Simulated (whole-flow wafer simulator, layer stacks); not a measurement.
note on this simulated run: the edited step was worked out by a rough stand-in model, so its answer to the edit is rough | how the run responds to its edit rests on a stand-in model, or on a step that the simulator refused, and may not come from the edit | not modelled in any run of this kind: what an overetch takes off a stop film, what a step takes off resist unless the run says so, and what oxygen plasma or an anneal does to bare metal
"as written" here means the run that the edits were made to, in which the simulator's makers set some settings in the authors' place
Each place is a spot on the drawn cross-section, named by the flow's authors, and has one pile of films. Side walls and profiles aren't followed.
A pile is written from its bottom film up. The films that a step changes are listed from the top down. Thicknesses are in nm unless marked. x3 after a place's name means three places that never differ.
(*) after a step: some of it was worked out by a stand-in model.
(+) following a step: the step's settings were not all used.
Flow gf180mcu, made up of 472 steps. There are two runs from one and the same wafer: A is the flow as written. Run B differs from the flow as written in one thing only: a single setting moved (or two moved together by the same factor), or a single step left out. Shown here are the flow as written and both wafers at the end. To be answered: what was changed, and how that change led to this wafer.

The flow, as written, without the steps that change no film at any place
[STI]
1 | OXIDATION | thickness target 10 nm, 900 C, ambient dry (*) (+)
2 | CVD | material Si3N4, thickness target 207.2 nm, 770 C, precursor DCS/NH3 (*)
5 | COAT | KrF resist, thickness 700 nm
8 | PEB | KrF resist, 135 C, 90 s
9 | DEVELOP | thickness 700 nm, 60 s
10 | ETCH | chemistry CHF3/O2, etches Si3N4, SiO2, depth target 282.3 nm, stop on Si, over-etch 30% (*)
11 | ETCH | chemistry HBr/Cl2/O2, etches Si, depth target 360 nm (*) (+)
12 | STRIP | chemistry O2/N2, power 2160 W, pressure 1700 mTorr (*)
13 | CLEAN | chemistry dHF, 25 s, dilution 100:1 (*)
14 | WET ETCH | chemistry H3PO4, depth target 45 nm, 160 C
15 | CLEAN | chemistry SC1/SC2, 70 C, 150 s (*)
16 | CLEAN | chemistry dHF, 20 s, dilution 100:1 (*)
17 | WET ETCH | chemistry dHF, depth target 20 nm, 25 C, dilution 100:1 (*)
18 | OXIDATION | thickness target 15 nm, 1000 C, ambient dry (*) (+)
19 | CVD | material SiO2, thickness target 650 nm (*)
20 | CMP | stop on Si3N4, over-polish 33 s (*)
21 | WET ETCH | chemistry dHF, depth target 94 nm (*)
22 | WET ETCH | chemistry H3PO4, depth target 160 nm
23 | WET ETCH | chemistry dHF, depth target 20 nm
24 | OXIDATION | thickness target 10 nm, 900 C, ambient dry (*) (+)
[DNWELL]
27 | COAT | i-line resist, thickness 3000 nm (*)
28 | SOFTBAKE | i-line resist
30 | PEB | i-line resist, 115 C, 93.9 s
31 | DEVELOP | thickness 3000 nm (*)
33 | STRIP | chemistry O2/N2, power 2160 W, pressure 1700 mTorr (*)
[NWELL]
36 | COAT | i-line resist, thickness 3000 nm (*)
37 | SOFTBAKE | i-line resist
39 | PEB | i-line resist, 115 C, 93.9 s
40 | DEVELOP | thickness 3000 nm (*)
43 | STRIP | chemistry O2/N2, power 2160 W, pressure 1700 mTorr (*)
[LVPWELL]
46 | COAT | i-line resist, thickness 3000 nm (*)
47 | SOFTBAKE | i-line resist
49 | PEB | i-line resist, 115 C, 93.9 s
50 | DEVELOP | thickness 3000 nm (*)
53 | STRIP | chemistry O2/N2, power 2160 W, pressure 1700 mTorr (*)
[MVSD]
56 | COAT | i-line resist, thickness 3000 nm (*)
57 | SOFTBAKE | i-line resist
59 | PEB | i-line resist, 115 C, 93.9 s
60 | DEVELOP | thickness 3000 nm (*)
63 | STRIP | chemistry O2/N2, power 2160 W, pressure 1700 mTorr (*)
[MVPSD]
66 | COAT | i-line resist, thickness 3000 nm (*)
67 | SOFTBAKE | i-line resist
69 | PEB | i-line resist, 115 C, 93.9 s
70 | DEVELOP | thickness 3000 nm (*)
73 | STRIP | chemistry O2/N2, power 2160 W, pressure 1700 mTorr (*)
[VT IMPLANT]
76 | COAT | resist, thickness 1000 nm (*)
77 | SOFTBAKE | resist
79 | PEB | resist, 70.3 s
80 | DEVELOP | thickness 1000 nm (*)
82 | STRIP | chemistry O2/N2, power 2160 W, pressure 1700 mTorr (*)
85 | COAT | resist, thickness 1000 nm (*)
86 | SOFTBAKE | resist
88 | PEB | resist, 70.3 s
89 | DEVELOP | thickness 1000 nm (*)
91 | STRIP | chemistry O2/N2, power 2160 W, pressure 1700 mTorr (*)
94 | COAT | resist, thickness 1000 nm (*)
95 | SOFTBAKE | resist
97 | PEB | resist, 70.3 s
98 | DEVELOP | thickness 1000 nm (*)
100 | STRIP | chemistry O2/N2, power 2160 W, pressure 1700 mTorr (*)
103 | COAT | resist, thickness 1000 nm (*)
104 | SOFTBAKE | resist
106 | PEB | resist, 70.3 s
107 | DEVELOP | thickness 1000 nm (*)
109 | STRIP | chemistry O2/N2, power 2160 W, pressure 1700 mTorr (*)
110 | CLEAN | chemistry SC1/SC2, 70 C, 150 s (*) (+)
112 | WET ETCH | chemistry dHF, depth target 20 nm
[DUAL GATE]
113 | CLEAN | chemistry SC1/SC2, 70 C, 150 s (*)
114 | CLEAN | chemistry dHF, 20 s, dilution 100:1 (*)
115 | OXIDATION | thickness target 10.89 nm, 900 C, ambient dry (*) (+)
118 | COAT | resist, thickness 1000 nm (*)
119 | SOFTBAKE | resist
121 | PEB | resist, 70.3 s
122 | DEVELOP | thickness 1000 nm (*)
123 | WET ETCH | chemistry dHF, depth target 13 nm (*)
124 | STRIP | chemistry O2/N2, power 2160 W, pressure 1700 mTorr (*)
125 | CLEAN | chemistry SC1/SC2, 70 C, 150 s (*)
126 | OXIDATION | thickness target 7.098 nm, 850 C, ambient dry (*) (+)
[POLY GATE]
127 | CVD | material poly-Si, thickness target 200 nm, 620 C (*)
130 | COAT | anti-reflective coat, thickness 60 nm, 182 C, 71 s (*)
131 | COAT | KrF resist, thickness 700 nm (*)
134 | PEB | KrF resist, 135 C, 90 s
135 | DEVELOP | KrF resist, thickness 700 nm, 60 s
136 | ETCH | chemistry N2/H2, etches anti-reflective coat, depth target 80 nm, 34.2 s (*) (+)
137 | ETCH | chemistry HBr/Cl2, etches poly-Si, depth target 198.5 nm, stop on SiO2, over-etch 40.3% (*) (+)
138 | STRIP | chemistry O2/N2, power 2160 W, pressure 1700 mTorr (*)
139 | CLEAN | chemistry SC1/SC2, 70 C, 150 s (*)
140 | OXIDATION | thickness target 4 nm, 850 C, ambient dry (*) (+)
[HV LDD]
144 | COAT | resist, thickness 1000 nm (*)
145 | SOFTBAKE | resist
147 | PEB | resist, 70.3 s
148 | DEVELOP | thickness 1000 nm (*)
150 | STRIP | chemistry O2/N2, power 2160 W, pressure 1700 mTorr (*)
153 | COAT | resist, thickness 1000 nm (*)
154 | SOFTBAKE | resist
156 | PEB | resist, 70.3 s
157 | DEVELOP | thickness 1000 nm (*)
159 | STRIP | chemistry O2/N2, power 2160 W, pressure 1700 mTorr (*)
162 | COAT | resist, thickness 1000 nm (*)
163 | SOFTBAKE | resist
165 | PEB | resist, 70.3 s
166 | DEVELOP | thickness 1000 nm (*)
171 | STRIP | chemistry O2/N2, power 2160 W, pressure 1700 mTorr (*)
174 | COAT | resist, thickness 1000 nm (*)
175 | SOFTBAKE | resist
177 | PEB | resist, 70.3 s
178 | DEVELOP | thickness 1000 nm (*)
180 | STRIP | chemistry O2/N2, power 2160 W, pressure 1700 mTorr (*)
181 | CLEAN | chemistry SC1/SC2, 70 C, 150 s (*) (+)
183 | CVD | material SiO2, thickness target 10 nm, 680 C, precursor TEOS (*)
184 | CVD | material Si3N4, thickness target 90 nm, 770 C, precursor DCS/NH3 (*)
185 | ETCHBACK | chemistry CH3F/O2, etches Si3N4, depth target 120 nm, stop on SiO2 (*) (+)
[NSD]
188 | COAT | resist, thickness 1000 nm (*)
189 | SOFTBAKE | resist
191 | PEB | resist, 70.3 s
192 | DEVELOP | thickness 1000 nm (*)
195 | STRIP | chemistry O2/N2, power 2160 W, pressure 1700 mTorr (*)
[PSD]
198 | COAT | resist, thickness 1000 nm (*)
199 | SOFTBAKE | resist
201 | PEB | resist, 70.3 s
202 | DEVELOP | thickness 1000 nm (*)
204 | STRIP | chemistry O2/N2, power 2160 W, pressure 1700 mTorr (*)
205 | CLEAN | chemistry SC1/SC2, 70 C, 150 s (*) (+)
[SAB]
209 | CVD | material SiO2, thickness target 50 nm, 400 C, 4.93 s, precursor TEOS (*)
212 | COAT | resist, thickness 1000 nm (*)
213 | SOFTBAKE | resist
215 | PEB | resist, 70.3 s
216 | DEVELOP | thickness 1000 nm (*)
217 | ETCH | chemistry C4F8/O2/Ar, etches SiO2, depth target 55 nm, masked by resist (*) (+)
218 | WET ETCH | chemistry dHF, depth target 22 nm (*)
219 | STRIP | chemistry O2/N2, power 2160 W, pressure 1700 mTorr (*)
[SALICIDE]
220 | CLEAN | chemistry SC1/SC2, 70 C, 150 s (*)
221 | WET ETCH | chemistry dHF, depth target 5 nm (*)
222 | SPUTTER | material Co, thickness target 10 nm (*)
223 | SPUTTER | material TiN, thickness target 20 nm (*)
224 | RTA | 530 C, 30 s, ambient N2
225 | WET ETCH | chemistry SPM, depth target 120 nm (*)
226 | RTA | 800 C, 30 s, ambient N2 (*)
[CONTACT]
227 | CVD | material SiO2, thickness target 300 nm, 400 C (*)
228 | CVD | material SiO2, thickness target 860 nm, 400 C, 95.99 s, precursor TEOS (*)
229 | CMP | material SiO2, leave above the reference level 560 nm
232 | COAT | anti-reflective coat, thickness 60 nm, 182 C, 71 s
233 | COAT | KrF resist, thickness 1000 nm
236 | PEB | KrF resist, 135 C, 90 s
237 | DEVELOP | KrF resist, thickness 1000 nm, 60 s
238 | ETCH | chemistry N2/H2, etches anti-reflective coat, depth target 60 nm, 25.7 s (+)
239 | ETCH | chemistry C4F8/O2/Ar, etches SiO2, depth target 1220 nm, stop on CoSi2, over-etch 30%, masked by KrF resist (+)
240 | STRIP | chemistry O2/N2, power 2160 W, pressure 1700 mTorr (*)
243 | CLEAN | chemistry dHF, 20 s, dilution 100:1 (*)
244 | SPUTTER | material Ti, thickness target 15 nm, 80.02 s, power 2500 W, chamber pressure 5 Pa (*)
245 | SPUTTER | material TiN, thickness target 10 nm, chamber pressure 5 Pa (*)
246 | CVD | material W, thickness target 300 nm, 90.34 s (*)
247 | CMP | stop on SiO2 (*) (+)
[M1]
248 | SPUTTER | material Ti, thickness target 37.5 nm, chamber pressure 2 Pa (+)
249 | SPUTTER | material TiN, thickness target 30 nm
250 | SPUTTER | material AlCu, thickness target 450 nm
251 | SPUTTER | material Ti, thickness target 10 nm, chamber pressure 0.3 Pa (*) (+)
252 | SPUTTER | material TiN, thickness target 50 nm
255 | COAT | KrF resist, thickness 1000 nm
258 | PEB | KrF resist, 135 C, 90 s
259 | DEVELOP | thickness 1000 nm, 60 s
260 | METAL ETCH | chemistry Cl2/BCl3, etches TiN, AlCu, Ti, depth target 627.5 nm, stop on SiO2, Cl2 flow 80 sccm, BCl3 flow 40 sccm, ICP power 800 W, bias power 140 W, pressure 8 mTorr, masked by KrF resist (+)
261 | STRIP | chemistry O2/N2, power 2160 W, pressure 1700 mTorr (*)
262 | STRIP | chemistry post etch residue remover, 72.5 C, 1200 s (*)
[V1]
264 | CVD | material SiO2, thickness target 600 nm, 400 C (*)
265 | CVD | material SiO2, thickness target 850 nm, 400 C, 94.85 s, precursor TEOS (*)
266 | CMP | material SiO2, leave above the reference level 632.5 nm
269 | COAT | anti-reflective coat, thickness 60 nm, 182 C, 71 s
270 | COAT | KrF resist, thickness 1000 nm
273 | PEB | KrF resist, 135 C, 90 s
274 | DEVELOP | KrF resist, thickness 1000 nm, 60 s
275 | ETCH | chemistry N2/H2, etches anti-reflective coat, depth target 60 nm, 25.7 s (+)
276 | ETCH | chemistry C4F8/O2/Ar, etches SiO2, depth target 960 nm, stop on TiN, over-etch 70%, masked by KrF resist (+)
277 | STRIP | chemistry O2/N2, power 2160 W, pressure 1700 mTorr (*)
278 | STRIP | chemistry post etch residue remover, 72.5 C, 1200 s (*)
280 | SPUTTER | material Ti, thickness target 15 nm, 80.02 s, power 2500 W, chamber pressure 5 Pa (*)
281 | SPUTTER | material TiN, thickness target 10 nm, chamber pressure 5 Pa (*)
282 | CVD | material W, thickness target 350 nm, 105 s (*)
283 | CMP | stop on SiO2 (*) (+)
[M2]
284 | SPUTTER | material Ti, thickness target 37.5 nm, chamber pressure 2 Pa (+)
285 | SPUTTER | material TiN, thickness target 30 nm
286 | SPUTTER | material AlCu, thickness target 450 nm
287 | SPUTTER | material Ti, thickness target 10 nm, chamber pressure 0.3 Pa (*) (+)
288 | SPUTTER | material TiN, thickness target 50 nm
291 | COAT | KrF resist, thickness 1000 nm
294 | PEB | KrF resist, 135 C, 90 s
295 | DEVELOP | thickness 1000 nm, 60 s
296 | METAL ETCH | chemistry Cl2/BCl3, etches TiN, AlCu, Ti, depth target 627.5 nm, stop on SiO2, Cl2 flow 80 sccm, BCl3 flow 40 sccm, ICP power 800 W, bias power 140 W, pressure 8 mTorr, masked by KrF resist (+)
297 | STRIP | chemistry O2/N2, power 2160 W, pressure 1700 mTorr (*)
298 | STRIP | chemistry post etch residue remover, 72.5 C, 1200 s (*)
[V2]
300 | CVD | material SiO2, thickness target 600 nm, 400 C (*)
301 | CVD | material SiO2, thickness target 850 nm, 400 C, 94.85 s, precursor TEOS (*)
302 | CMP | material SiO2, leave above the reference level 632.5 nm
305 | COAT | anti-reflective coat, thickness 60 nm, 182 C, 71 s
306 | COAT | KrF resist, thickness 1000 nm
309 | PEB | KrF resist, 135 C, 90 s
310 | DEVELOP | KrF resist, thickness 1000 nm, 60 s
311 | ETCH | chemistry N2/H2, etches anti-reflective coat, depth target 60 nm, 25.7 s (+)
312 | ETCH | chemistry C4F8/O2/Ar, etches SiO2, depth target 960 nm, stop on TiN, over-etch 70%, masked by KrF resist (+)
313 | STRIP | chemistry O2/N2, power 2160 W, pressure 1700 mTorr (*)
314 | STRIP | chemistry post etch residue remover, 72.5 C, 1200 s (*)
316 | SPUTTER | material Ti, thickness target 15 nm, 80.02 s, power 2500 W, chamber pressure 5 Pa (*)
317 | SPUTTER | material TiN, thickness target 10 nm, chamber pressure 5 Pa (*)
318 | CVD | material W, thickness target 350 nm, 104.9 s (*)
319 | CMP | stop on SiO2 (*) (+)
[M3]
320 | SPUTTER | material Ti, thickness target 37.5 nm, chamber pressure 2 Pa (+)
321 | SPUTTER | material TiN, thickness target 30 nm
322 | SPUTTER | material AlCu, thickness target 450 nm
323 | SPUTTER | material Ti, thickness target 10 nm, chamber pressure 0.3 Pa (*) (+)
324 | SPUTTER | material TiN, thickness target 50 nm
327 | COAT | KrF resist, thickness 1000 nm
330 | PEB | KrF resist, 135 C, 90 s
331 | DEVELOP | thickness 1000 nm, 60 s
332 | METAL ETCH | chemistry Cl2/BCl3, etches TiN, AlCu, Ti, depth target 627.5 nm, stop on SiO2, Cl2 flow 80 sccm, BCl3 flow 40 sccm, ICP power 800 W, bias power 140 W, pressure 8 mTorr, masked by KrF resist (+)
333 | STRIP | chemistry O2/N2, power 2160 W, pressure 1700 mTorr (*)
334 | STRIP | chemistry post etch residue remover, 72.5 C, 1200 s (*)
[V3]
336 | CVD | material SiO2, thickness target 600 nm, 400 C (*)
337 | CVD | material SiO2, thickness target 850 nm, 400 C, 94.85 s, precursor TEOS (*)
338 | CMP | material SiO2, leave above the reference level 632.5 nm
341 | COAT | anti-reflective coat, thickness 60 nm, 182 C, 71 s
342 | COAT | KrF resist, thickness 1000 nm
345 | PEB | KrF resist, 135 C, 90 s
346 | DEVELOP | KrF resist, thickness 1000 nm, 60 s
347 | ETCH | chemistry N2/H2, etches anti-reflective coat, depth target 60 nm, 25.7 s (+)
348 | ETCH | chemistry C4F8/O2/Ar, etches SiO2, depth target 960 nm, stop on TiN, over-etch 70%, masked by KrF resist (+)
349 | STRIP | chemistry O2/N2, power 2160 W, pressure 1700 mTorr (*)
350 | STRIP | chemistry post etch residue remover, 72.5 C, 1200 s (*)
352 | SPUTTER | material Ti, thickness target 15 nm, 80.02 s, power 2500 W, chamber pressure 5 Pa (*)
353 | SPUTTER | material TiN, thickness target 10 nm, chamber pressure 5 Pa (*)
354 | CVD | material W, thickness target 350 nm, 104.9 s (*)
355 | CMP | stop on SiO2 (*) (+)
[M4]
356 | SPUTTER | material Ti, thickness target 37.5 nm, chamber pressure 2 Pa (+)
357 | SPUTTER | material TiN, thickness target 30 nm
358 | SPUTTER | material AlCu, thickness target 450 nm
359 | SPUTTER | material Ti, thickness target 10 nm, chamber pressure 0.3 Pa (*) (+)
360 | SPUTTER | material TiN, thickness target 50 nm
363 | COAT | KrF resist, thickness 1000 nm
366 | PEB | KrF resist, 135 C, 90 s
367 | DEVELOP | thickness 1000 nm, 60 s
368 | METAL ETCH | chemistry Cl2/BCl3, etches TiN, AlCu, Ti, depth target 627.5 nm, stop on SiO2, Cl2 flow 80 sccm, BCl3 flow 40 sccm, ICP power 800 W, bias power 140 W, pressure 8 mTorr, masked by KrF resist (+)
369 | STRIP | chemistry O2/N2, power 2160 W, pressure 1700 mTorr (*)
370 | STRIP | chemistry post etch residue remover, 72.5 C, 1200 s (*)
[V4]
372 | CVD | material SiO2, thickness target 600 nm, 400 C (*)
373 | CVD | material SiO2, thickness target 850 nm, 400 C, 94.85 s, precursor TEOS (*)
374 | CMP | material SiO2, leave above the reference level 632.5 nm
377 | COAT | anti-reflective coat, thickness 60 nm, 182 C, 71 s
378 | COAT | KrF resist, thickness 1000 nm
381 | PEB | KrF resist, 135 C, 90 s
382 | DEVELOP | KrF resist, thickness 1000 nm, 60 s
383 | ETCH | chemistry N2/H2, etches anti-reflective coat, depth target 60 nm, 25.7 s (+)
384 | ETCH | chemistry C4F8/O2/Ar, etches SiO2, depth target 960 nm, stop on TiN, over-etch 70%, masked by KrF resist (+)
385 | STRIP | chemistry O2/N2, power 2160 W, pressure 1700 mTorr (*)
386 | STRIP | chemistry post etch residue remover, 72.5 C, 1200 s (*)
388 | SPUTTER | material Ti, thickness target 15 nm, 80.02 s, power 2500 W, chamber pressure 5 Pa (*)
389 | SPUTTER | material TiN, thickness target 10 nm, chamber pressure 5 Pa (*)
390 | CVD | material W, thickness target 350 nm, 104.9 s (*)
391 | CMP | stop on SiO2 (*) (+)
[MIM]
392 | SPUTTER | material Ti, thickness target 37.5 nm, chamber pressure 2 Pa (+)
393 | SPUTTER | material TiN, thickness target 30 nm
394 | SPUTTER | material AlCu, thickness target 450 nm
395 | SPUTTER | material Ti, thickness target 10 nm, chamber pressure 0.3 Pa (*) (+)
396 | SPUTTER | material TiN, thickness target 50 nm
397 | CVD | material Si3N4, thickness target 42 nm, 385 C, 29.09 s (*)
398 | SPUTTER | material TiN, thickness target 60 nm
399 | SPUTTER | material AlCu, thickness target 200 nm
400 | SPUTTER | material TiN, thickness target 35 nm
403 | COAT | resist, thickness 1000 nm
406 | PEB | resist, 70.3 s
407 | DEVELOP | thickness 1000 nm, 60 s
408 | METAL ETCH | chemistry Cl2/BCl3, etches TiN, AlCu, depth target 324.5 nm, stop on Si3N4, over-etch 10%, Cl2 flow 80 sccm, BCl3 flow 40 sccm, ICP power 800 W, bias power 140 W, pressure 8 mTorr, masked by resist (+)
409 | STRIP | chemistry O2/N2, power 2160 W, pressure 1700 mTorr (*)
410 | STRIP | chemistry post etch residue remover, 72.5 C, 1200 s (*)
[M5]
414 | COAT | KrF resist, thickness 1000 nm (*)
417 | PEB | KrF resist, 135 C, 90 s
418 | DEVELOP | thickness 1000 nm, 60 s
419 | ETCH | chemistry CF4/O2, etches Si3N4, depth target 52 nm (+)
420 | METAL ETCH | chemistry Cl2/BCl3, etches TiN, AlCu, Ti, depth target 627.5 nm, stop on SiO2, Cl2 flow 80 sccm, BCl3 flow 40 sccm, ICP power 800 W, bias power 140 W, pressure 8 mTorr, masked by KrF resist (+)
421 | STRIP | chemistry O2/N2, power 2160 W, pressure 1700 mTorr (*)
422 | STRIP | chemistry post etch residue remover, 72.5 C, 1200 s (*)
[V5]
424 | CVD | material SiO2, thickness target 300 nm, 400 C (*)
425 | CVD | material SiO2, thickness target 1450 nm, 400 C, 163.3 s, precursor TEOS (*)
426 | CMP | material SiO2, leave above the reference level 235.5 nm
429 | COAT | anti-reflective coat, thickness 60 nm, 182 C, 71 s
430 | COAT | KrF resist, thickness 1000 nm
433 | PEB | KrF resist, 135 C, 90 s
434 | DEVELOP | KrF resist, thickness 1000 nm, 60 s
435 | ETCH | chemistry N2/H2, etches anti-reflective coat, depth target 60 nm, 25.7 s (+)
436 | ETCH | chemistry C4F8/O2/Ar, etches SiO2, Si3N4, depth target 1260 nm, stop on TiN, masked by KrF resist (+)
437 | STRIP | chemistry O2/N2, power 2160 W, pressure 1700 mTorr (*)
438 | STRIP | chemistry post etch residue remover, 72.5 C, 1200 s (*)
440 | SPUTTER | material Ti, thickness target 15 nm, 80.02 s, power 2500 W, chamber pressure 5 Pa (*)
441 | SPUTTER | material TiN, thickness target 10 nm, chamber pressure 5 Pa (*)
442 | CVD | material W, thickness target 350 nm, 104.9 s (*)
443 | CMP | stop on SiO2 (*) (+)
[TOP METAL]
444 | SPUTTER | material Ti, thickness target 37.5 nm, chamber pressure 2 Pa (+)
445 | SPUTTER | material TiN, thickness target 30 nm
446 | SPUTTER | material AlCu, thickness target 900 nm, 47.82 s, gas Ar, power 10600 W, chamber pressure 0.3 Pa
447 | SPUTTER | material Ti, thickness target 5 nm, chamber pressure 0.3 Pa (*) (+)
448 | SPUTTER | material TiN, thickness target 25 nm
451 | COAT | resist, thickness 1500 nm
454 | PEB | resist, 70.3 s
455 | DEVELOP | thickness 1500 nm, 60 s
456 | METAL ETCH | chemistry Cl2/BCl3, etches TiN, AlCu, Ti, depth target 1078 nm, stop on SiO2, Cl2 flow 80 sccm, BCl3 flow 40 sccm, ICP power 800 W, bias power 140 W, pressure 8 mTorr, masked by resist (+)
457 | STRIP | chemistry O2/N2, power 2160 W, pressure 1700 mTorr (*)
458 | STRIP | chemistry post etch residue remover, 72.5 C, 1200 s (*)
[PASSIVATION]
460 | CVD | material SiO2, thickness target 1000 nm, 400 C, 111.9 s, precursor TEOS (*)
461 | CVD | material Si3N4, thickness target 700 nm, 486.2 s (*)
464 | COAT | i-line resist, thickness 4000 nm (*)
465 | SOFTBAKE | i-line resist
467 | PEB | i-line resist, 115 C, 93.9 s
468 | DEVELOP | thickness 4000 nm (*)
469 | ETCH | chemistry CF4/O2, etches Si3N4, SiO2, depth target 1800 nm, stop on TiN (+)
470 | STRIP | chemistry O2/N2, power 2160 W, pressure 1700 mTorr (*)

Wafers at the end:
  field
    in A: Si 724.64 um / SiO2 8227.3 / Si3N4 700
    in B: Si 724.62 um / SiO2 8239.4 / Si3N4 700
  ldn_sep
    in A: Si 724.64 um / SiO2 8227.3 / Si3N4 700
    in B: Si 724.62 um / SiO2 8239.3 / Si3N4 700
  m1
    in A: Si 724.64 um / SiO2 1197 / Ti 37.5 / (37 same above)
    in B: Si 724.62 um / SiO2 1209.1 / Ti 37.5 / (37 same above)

Cause: step 18, OXIDATION: 1150 C was run, while the flow as written has 1000 C.

The path from the change to this, step by step:
  18 | OXIDATION | thickness target 15 nm, 1000 C, ambient dry (*) (+)
      field, field_sub, sti and 34 more: A +15 SiO2 (new film), -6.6 Si | B +42.7 SiO2 (new film), -18.8 Si
  20 | CMP | stop on Si3N4, over-polish 33 s (*)
      sti, mim_1p0, pad and 11 more: A -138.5 SiO2 | B -154 SiO2
      nw_enc_fld, nw_enc_fld_lv: A -142.5 SiO2 | B -158 SiO2
      (and at 10 other places as well)
